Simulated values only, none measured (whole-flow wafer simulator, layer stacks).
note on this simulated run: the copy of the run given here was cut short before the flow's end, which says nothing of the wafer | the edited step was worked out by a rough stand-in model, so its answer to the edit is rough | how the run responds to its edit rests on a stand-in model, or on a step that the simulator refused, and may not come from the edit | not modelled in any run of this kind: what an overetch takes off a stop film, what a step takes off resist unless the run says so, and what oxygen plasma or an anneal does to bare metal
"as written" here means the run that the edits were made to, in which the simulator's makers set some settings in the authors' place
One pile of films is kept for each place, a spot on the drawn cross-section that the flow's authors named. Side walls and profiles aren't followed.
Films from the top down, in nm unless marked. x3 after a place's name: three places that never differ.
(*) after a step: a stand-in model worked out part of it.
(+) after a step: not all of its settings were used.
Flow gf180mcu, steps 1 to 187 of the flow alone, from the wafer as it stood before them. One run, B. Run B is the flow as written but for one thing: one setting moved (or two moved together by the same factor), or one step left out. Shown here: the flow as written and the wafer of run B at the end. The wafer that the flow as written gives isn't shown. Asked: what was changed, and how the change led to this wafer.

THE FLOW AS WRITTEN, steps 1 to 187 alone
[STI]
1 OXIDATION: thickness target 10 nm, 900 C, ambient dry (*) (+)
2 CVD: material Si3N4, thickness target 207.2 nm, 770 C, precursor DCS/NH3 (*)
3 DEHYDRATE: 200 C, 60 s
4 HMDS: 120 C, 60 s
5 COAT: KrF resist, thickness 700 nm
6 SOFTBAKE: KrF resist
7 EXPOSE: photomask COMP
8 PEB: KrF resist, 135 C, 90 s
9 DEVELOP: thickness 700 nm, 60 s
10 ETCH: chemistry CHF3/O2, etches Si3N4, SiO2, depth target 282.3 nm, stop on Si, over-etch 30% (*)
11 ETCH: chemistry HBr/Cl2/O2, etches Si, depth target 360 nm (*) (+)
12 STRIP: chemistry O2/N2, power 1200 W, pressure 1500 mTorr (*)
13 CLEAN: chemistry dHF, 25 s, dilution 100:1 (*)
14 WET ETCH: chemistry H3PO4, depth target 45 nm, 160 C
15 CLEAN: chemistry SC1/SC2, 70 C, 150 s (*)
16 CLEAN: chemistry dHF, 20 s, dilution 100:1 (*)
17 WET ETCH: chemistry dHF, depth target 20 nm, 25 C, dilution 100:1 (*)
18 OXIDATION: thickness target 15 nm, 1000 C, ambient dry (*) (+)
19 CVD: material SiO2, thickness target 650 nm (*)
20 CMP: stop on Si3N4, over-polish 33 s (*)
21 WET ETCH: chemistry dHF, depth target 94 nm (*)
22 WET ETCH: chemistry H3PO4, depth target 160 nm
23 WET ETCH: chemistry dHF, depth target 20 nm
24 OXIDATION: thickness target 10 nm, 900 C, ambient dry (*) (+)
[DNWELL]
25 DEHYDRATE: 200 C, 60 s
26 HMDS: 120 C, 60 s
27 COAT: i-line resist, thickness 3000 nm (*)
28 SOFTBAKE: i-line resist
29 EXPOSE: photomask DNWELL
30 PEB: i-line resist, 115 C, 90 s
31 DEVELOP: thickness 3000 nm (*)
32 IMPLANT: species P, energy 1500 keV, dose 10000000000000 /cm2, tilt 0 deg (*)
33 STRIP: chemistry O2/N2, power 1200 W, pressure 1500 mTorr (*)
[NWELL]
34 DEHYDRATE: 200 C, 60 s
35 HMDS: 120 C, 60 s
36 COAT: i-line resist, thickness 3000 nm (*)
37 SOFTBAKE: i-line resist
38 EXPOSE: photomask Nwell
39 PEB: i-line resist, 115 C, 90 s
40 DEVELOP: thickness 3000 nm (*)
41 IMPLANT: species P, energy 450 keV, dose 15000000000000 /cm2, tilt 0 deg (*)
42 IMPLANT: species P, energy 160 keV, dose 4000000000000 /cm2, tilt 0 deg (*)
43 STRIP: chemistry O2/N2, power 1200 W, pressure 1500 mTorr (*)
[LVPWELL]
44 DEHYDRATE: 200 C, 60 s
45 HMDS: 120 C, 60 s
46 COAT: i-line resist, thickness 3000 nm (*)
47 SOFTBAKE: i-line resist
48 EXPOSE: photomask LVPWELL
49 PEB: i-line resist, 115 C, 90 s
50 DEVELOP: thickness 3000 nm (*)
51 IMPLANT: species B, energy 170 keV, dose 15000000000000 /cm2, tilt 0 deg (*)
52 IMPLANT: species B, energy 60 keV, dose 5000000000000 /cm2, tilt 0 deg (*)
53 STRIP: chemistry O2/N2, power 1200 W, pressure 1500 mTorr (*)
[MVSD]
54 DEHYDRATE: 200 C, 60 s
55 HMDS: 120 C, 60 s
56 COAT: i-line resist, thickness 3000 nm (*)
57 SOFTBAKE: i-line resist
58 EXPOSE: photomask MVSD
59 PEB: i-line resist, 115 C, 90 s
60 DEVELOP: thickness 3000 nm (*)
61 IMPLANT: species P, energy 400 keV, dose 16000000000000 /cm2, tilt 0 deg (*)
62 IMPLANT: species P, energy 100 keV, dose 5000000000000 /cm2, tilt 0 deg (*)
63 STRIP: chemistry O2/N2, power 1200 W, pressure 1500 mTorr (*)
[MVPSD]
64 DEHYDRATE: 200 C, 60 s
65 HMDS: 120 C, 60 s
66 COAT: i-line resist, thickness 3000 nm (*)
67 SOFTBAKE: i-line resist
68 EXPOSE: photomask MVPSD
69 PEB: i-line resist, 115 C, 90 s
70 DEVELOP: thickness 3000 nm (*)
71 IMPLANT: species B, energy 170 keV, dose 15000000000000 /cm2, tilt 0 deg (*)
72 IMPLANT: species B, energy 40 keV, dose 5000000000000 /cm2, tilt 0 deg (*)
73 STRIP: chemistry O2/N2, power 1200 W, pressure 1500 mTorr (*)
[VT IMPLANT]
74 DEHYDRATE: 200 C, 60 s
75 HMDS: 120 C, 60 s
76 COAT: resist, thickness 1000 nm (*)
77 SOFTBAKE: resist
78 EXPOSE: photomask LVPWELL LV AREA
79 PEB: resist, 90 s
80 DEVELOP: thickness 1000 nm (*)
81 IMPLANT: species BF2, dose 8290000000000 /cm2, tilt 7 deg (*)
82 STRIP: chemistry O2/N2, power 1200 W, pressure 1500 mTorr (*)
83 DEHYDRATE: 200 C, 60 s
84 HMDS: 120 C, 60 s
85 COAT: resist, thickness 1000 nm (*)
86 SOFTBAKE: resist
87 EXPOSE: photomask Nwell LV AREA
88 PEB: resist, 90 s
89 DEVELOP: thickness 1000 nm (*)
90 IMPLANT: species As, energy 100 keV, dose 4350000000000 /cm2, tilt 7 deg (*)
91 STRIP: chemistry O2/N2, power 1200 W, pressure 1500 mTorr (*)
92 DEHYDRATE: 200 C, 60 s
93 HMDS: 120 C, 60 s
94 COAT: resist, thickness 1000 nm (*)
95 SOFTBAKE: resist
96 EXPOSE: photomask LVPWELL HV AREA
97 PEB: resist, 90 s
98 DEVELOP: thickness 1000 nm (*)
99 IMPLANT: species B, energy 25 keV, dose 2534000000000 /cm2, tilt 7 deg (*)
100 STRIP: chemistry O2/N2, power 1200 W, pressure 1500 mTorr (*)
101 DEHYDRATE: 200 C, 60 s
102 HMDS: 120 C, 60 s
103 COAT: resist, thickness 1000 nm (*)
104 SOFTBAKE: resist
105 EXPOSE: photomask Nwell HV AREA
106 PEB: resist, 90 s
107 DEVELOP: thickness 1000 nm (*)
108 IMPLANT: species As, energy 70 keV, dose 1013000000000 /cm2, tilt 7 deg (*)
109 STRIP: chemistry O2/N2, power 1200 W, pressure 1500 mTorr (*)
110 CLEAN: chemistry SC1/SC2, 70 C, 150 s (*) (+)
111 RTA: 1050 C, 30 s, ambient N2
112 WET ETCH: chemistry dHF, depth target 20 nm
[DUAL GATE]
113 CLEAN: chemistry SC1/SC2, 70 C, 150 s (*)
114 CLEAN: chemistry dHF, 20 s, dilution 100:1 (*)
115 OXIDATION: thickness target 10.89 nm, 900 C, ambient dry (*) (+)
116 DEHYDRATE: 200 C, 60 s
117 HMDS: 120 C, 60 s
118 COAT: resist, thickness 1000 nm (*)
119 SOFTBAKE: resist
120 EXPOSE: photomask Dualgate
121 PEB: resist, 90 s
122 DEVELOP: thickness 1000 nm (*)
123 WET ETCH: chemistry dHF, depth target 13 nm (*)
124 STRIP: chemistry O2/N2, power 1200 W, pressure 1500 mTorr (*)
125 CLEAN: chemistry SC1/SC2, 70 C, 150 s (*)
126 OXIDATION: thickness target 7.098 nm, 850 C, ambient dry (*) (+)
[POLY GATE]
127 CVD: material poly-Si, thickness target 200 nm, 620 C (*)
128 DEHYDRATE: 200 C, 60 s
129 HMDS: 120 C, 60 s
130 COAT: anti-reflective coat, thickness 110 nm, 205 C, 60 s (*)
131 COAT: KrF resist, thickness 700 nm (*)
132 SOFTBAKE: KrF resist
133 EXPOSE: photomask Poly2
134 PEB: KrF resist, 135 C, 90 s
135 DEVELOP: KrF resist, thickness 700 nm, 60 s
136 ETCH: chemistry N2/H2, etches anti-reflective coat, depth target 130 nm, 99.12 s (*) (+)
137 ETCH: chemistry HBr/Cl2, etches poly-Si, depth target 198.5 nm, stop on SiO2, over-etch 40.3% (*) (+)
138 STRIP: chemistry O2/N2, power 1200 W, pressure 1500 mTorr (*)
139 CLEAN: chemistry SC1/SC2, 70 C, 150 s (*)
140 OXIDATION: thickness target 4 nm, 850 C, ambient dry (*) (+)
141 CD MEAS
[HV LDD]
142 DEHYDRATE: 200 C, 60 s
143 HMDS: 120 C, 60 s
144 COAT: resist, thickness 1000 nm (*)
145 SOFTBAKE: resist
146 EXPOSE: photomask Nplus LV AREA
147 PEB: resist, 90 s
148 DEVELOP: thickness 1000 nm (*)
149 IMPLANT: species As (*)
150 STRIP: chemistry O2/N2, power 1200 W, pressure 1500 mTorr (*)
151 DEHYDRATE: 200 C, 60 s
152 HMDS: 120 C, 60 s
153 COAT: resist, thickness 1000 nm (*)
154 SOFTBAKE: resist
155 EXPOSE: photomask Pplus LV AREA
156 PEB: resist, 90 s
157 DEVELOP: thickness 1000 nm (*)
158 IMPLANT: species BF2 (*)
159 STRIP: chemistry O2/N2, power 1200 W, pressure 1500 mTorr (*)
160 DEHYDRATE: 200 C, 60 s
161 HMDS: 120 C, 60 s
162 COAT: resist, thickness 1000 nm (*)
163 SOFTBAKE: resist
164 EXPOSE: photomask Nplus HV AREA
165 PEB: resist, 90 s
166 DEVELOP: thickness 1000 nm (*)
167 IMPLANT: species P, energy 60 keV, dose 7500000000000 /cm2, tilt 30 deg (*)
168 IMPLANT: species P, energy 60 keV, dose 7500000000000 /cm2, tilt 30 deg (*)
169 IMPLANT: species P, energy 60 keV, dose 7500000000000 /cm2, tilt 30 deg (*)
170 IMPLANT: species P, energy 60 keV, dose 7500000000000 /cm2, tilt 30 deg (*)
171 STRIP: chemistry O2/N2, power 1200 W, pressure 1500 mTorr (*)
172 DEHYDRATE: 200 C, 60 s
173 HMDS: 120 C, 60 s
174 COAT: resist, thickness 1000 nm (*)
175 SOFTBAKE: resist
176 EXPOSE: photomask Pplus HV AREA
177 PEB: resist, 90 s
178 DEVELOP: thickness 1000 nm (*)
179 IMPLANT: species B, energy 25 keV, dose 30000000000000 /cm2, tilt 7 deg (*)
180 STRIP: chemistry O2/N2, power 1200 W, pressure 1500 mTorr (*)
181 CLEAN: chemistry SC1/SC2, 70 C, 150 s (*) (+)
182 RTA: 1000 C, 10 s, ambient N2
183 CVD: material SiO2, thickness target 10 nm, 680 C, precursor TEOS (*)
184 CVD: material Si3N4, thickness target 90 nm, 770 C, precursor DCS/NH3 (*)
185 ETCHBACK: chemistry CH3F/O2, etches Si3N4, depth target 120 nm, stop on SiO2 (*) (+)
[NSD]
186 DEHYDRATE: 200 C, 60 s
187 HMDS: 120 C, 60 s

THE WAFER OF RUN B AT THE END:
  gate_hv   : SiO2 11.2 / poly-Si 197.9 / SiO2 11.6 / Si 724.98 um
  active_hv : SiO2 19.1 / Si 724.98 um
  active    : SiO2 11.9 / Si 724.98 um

The cause: step 126, OXIDATION: thickness target 3.904 nm was run, where the flow has thickness target 7.098 nm.

How the change led to this, step by step:
  126 OXIDATION: thickness target 7.098 nm, 850 C, ambient dry (*) (+)
      gate_hv, active_hv, active_nat and 25 more: SiO2 +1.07, Si -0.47 (as written it would be: SiO2 +3.72, Si -1.64)
      active, n_well, p_well and 12 more: SiO2 +3.9 (new film), chemical SiO2 -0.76 (all of it), Si -1.38 (as written it would be: SiO2 +7.1 (new film), chemical SiO2 -0.76 (all of it), Si -2.79)
